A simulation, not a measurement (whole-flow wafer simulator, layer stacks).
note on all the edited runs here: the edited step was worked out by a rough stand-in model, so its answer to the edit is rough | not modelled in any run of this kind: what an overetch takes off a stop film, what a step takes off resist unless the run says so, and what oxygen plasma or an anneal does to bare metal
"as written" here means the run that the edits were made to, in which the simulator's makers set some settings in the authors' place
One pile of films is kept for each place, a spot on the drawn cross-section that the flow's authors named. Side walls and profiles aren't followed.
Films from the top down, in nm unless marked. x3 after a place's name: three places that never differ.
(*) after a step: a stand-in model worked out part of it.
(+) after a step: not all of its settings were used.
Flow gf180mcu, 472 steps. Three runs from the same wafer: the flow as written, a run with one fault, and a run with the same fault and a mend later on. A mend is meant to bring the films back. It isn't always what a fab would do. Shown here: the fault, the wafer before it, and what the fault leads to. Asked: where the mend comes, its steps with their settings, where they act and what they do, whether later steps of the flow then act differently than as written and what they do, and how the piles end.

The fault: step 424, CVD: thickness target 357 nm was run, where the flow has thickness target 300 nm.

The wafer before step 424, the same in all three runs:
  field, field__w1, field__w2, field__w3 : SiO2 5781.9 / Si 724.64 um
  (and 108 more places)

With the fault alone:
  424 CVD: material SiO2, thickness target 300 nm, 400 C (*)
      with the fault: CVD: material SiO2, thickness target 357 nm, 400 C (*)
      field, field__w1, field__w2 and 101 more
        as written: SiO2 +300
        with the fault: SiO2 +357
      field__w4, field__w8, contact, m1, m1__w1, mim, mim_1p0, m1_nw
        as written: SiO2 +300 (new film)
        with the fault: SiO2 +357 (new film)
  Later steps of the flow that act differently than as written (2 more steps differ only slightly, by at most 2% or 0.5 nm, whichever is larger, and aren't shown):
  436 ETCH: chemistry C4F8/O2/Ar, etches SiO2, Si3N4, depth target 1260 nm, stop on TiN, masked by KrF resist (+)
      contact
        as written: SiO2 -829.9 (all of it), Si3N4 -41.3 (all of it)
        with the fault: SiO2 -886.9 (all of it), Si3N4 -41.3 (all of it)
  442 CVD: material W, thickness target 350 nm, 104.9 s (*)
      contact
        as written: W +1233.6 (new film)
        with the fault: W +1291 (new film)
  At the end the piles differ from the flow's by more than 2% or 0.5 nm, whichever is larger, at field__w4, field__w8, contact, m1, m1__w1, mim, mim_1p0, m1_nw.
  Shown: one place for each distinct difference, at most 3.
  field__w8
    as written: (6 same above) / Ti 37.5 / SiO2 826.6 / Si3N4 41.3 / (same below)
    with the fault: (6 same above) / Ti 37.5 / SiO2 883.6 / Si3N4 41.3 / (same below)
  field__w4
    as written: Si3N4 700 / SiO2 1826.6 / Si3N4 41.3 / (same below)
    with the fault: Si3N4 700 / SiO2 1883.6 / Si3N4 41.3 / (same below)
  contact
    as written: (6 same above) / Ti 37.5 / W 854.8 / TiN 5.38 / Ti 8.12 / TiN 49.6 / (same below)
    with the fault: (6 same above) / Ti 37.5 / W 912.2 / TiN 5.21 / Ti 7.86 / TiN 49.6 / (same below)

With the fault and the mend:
  The mend comes after step 424.
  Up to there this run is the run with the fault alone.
  424a WET ETCH: chemistry dHF, depth target 57 nm, 25 C, dilution 100:1 (the flow's step 17 once more, with other settings)
      field, field__w1, field__w2 and 109 more
        SiO2 -57
  No later step of the flow acts differently than as written at any place that is followed.
  At the end the piles are the same as the flow's at every place that both follow.
